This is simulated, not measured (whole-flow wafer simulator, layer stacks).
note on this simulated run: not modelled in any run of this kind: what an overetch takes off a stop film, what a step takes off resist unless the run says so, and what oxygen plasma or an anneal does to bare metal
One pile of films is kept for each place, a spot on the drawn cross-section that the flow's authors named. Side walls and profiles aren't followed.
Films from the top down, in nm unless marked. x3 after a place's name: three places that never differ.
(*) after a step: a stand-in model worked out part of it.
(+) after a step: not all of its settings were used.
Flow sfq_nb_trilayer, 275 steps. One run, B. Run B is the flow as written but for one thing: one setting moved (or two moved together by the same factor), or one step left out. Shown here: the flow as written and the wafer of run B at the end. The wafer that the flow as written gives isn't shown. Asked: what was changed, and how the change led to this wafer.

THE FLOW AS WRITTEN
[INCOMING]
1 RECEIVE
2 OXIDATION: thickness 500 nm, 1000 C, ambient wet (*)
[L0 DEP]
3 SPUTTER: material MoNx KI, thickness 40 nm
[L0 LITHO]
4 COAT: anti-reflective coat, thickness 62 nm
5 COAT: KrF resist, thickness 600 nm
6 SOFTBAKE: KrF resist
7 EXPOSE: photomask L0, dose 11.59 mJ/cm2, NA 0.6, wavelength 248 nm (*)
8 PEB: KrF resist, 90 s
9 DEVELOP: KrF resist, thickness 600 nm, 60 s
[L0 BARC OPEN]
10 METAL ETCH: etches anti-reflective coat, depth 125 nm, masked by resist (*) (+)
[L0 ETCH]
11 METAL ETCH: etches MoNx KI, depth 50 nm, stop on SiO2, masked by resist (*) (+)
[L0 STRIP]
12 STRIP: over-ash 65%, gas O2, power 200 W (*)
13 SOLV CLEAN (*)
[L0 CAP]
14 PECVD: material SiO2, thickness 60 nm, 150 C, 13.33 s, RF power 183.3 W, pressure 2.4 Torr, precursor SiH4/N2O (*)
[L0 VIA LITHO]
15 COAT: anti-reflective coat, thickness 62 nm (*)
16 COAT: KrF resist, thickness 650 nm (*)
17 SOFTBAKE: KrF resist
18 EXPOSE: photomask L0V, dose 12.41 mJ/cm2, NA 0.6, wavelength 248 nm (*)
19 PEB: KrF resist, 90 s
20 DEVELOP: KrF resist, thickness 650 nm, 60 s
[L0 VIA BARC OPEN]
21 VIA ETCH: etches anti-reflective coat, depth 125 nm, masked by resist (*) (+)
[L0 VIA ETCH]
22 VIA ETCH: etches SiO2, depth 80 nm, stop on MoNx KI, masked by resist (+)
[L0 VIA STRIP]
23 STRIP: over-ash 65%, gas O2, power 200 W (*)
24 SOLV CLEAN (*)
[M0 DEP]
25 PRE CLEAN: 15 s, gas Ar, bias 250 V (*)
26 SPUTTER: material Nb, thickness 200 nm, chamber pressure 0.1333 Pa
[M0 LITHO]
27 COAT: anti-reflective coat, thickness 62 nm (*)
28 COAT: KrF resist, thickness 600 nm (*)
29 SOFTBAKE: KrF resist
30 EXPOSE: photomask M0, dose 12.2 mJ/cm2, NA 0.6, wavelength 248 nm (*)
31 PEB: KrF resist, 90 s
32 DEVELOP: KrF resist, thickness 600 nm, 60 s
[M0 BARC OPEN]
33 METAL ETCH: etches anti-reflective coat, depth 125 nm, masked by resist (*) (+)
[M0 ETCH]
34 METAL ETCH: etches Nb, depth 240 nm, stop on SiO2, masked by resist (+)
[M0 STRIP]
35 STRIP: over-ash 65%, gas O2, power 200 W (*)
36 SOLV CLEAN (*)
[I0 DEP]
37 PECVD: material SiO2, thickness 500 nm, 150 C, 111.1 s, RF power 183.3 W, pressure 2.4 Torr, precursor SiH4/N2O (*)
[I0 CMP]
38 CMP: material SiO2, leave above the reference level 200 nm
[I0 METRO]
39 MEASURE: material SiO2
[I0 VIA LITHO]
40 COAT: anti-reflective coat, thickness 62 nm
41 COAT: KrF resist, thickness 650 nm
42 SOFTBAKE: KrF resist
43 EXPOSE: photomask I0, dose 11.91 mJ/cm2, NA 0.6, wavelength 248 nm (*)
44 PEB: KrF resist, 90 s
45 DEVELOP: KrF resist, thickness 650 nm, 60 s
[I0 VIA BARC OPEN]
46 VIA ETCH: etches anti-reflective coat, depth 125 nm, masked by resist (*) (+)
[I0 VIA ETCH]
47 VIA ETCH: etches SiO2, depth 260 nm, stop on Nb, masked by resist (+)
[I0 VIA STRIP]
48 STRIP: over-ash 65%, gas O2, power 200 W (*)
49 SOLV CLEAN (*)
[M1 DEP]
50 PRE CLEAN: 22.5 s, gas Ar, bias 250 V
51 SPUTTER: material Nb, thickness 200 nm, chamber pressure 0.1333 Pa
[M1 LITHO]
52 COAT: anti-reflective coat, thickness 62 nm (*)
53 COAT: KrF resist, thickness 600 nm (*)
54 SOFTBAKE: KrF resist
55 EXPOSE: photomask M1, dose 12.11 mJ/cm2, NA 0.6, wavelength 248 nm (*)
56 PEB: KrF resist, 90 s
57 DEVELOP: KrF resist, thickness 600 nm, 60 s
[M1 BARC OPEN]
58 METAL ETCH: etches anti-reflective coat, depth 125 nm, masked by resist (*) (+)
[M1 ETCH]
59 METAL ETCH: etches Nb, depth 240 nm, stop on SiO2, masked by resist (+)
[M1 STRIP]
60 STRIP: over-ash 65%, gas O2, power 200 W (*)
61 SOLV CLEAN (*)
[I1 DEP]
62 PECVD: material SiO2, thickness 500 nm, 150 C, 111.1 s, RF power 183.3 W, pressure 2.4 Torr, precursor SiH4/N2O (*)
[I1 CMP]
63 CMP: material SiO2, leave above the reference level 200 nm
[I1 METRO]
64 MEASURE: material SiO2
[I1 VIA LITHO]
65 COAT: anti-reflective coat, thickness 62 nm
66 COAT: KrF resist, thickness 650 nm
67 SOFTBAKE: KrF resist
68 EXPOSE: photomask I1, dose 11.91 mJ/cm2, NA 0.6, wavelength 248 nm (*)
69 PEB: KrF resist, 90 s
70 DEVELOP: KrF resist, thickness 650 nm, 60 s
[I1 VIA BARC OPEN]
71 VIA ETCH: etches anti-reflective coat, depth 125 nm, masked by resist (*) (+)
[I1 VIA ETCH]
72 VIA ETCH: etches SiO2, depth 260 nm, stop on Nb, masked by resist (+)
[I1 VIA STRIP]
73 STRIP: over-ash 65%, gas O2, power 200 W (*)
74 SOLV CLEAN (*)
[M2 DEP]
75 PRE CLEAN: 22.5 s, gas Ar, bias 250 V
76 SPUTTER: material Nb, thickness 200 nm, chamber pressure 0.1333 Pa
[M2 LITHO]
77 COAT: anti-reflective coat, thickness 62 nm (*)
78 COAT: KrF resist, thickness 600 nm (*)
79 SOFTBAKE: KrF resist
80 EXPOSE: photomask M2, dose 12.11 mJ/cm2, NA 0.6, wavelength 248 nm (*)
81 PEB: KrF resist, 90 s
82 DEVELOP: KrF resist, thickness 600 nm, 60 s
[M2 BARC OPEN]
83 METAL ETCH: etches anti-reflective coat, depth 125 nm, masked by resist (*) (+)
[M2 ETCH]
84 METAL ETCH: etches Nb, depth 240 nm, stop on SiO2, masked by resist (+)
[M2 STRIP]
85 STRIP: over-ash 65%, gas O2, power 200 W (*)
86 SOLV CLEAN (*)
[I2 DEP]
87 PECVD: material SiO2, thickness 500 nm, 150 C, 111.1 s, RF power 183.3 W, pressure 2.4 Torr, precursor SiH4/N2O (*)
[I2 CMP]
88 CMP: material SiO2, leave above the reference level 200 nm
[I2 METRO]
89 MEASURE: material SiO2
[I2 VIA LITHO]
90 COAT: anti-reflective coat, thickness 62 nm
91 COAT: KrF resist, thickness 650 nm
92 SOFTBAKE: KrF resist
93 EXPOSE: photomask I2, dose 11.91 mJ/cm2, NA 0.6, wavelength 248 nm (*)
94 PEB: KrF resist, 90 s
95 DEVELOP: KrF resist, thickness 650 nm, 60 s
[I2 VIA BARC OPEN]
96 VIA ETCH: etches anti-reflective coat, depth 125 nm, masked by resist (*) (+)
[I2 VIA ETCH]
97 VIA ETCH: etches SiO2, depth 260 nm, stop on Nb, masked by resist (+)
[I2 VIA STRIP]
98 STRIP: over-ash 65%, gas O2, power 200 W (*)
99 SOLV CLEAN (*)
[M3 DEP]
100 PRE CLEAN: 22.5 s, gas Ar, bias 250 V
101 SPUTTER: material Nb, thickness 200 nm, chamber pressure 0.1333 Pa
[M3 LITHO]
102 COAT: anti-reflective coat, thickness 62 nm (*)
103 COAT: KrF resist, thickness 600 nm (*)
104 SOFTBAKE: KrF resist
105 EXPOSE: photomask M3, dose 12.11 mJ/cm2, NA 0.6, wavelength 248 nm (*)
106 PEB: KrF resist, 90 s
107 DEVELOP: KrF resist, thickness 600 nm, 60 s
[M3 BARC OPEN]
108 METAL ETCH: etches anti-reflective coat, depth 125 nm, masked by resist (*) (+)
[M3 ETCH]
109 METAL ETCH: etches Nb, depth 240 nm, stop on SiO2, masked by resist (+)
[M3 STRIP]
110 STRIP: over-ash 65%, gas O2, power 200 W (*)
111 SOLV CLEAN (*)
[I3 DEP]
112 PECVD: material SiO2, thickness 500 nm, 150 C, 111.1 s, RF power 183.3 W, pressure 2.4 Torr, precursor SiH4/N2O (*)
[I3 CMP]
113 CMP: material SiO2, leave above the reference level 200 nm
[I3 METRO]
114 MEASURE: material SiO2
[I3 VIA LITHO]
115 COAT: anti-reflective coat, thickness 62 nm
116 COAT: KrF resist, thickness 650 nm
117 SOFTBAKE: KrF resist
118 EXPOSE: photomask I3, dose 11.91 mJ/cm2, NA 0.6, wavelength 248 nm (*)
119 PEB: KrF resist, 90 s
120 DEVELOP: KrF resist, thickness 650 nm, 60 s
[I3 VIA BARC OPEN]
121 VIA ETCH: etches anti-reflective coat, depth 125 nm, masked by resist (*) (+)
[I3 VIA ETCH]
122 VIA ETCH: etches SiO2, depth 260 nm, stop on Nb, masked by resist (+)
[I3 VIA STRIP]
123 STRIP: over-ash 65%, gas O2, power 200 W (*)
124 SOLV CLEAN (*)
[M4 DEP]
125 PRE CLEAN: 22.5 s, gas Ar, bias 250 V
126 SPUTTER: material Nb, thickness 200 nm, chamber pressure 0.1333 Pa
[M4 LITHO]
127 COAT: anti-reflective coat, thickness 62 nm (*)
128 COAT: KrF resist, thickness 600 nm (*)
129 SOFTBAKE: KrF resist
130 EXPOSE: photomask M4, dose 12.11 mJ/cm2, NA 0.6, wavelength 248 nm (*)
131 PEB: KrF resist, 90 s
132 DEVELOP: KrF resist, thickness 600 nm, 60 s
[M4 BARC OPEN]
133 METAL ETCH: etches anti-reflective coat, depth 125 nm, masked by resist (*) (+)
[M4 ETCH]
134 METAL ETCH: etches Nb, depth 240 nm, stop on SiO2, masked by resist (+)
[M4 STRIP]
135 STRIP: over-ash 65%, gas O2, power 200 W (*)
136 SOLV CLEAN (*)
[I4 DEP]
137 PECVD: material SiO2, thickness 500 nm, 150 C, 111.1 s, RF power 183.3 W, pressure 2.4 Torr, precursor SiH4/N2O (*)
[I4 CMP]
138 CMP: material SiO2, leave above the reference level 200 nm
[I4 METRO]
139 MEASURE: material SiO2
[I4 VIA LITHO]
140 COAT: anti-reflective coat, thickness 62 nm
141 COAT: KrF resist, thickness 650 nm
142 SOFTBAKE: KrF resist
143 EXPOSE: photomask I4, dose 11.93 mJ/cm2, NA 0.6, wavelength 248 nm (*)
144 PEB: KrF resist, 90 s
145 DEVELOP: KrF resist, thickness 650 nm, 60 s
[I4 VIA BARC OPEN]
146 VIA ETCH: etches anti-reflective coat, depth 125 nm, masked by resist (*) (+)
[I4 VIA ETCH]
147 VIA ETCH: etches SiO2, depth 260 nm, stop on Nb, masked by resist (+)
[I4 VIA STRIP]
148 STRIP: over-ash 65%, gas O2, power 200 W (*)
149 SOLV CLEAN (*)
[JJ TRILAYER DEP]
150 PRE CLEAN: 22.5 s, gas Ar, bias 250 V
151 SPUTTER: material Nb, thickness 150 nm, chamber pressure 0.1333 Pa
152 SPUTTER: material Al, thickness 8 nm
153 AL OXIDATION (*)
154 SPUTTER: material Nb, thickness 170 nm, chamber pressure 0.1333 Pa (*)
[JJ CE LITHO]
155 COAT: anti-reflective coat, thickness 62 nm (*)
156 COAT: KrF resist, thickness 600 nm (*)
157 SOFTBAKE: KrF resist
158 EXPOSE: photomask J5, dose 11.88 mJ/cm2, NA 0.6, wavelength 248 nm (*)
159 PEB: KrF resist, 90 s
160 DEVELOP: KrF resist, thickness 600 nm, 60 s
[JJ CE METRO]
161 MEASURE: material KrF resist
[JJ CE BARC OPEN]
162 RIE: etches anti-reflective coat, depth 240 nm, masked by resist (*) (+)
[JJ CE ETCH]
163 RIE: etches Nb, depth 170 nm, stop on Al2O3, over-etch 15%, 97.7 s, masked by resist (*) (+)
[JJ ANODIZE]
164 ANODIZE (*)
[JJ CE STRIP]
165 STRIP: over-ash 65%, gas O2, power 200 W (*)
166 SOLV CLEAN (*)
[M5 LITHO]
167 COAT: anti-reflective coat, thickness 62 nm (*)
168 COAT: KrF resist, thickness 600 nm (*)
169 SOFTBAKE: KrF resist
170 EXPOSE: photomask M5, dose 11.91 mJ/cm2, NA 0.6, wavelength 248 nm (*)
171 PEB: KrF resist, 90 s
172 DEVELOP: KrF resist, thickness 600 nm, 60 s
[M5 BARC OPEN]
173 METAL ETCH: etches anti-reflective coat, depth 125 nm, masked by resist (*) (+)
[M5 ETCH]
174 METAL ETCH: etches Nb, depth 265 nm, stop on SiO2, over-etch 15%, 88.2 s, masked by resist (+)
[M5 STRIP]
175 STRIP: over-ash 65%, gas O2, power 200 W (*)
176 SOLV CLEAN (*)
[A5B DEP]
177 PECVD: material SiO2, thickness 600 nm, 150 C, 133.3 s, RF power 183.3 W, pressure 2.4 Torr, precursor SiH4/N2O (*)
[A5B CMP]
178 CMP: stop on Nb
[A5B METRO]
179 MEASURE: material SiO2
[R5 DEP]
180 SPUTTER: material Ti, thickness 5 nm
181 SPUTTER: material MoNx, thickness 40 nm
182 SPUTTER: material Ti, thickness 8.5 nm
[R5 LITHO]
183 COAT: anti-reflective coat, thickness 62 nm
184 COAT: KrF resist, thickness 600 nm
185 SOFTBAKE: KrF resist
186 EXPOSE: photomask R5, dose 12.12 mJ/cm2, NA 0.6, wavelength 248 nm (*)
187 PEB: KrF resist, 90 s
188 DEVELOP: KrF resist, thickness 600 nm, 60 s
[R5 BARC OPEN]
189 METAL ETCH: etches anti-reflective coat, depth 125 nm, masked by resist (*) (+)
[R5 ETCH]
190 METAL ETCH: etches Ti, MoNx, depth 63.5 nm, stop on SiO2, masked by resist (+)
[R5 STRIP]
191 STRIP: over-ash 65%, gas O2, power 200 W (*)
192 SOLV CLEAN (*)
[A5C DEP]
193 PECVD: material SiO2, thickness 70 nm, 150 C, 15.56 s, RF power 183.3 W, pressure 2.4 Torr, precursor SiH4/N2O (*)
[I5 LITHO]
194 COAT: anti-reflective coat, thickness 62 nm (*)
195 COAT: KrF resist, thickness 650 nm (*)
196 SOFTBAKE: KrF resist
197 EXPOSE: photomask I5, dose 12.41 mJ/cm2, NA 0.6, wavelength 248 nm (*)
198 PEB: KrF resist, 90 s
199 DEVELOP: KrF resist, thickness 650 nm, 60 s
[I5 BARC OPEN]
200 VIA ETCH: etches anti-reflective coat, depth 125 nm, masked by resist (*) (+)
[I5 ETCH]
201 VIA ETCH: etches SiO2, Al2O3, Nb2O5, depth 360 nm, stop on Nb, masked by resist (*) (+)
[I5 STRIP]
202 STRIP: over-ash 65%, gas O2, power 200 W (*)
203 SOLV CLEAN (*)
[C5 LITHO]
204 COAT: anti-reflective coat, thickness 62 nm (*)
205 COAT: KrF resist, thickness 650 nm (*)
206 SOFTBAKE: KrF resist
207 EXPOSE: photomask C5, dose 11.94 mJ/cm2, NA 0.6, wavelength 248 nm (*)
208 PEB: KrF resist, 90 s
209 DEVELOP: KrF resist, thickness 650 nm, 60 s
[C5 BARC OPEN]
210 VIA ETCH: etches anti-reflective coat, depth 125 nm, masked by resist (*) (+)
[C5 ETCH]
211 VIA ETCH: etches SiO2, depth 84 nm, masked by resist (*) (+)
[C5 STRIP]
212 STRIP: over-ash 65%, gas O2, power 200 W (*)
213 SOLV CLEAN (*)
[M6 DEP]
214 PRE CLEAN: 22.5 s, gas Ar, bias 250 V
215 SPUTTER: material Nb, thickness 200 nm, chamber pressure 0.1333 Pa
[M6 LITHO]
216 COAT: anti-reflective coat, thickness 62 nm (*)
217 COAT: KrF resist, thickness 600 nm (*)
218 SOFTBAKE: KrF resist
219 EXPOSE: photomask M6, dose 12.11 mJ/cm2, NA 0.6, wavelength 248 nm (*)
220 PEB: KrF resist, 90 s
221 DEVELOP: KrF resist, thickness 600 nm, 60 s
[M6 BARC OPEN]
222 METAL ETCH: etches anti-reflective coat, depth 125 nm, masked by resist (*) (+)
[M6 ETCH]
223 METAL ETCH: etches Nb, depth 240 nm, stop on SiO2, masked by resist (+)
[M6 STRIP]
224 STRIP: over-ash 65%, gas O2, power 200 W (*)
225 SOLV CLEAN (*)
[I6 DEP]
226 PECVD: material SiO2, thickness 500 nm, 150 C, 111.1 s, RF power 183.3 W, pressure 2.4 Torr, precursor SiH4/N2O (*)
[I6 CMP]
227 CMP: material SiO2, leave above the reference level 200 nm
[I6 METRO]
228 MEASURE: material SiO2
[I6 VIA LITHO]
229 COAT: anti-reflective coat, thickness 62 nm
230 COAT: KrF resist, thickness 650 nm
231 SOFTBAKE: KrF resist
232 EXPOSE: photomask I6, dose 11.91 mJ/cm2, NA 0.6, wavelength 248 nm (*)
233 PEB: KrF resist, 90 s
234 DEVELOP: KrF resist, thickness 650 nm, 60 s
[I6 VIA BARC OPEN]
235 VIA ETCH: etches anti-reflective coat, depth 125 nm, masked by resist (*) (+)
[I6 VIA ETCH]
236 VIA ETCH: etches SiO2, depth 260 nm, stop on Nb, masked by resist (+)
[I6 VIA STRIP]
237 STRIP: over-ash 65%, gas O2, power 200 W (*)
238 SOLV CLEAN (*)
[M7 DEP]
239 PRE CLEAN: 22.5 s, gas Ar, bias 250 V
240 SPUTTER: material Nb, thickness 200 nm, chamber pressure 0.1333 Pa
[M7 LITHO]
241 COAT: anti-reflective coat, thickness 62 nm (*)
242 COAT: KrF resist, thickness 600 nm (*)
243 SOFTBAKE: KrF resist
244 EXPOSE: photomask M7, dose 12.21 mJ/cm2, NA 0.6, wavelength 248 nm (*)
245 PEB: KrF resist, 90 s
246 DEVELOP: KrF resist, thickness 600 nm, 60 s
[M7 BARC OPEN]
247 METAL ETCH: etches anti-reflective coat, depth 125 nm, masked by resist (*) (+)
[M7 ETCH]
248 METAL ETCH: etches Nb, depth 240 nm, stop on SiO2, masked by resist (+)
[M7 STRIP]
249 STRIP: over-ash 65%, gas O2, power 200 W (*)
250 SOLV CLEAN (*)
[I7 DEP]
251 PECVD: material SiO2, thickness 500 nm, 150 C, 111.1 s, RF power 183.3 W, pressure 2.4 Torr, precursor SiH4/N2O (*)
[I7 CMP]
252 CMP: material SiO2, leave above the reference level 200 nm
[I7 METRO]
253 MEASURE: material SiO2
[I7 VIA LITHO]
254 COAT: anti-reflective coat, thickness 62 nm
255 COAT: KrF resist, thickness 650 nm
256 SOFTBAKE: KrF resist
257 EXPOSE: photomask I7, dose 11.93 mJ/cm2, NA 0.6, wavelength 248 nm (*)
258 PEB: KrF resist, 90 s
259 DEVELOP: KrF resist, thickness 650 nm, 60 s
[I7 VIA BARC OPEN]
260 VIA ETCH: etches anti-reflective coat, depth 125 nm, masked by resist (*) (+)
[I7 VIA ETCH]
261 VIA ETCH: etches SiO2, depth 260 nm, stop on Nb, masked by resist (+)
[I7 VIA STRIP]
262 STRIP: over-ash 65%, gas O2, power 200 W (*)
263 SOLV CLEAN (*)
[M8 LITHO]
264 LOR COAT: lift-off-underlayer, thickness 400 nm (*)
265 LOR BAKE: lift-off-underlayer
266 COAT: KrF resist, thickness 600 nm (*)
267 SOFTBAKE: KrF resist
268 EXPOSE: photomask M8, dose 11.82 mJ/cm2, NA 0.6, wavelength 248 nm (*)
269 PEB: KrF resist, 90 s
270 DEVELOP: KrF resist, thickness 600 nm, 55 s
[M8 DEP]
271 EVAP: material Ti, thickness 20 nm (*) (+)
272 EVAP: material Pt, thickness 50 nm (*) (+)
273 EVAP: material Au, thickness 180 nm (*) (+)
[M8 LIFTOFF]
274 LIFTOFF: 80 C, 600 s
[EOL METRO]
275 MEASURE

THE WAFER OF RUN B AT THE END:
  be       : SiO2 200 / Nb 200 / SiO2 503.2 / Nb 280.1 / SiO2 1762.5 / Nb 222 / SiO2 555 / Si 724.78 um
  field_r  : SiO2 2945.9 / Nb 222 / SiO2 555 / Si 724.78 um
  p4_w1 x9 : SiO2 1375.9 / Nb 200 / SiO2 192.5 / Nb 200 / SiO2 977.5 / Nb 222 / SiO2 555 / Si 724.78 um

The cause: step 26, SPUTTER: thickness 222 nm was run, where the flow has thickness 200 nm.
It can be read off the wafer: be has Nb 222, and step 26 as written asks for 200 nm.

How the change led to this, step by step:
  26 SPUTTER: material Nb, thickness 200 nm, chamber pressure 0.1333 Pa
      field_l, v_sur, via_wl and 102 more: Nb +222 (new film) (as written it would be: Nb +200 (new film))
      l0v: Nb +217.7 (new film) (as written it would be: Nb +195.7 (new film))
  34 METAL ETCH: etches Nb, depth 240 nm, stop on SiO2, masked by resist (+)
      moat, m0r_space_l x2: Nb -222 (all of it) (as written it would be: Nb -200 (all of it))
  37 PECVD: material SiO2, thickness 500 nm, 150 C, 111.1 s, RF power 183.3 W, pressure 2.4 Torr, precursor SiH4/N2O (*)
      moat, m0r_space_l x2: SiO2 +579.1 (as written it would be: SiO2 +557.1)
